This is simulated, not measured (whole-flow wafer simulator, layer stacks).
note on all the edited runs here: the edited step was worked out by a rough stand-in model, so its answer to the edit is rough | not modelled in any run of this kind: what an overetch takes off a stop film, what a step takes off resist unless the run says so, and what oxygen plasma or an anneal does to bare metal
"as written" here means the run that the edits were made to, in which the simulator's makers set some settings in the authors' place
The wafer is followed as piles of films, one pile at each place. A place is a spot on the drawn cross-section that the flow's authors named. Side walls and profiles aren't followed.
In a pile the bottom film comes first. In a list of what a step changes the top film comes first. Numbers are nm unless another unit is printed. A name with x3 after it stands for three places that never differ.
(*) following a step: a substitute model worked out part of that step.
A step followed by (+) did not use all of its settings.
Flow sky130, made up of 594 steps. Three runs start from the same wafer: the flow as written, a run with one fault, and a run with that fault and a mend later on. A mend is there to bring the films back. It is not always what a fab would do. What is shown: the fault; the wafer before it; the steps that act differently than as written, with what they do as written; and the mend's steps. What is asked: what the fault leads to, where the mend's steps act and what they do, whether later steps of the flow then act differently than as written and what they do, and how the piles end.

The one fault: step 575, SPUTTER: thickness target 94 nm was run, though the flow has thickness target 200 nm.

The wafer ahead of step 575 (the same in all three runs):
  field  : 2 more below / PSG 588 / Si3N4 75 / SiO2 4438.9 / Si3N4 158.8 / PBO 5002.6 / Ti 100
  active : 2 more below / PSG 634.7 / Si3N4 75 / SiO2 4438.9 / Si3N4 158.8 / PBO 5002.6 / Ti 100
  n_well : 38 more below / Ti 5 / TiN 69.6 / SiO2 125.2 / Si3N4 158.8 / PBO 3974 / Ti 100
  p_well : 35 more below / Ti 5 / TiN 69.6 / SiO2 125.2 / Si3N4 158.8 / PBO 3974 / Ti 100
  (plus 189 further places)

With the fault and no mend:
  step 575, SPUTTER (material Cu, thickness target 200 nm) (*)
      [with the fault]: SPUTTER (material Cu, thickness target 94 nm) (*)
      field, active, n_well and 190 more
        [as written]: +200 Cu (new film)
        [with the fault]: +94 Cu (new film)
  Steps further on in the flow that do not act as written (6 other steps are not shown; they differ only slightly, by no more than 2% or 0.5 nm, whichever is larger):
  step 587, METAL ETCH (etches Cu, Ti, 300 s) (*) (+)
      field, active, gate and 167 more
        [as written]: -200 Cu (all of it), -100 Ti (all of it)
        [with the fault]: -94 Cu (all of it), -100 Ti (all of it)
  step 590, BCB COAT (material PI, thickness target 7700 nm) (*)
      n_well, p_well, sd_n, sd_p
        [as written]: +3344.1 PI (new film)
        [with the fault]: +3450.1 PI (new film)
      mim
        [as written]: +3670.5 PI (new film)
        [with the fault]: +3771.7 PI (new film)
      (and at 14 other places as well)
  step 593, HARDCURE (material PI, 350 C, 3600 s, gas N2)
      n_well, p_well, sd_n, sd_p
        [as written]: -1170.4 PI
        [with the fault]: -1207.5 PI
  By the end, the piles at n_well, p_well, sd_n and 20 more depart from the flow's by more than 2% or 0.5 nm, whichever is larger.
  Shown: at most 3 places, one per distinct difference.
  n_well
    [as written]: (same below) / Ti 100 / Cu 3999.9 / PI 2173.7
    [with the fault]: (same below) / Ti 100 / Cu 3893.9 / PI 2242.6
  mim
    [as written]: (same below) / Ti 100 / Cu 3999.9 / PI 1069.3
    [with the fault]: (same below) / Ti 100 / Cu 3893.9 / PI 1168.5
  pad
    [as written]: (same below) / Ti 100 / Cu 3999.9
    [with the fault]: (same below) / Ti 100 / Cu 3893.9

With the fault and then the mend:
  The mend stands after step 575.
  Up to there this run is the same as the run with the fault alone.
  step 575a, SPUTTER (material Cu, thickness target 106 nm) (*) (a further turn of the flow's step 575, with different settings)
      field, active, n_well and 190 more
        +106 Cu
  None of the later steps of the flow acts differently than as written at any place that is followed.
  The piles end the same as the flow's at every place that both follow.
